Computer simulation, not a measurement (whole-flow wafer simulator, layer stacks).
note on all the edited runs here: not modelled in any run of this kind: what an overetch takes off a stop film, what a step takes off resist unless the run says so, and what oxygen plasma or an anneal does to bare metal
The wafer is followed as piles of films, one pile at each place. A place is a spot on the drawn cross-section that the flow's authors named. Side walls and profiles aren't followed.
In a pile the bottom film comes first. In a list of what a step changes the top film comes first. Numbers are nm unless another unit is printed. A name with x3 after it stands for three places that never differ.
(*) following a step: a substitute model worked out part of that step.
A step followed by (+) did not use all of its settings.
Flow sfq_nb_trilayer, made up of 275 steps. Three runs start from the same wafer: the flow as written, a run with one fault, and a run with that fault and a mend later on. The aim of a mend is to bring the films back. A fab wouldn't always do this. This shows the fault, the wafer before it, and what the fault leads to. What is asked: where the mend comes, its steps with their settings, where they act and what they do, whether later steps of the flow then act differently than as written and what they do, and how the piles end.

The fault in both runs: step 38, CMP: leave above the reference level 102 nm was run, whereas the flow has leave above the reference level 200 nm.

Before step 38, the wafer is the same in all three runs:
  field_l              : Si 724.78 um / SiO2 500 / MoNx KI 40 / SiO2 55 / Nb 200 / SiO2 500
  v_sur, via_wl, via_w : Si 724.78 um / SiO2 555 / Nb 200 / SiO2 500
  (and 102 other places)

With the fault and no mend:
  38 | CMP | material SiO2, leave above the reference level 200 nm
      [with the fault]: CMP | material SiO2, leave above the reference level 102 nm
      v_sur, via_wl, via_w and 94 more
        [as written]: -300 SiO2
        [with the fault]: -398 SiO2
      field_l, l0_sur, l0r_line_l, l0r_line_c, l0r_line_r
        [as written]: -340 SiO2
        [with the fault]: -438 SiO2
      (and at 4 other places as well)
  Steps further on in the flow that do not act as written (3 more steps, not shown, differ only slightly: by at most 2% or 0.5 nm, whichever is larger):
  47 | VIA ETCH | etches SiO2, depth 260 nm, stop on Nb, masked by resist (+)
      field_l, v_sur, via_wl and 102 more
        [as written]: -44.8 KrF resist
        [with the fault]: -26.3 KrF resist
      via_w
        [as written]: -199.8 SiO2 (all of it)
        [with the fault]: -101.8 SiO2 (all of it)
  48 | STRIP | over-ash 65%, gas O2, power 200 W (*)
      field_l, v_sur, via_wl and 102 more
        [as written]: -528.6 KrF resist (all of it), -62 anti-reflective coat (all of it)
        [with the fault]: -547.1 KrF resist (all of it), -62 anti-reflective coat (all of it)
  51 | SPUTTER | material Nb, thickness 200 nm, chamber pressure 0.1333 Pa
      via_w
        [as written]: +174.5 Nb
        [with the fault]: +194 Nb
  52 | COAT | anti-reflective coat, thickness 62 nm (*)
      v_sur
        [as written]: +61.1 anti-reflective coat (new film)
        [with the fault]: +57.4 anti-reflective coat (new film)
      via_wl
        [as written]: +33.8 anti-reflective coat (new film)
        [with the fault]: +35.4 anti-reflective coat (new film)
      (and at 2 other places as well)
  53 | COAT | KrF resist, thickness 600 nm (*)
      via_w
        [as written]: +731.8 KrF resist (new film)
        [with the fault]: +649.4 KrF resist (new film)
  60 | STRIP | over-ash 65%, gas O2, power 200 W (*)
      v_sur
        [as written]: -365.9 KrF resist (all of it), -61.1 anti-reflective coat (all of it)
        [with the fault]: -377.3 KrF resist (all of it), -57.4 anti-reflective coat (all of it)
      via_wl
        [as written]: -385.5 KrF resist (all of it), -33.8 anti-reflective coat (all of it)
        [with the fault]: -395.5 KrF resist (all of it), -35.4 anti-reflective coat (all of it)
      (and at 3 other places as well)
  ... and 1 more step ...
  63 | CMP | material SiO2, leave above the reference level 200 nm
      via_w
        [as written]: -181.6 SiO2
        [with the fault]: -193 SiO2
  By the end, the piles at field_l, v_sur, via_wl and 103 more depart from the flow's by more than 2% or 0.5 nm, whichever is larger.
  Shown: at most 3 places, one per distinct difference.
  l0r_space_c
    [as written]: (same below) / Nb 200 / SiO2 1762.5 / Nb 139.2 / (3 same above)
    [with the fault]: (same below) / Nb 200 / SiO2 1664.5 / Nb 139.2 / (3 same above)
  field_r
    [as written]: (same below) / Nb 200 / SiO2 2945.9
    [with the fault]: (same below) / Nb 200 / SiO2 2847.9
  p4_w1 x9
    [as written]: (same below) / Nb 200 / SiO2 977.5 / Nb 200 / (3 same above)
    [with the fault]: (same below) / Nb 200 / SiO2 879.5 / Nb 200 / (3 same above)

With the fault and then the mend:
  The mend follows step 39.
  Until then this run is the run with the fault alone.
  39a | PECVD | material SiO2, thickness 98 nm, 150 C, 21.78 s, RF power 183.3 W, pressure 2.4 Torr, precursor SiH4/N2O (the flow's step 37 again, with other settings)
      field_l, v_sur, via_wl and 103 more
        +98 SiO2
  Every later step of the flow that is run acts as written at every place that is followed.
  By the end, the piles equal the flow's at every place that both follow.
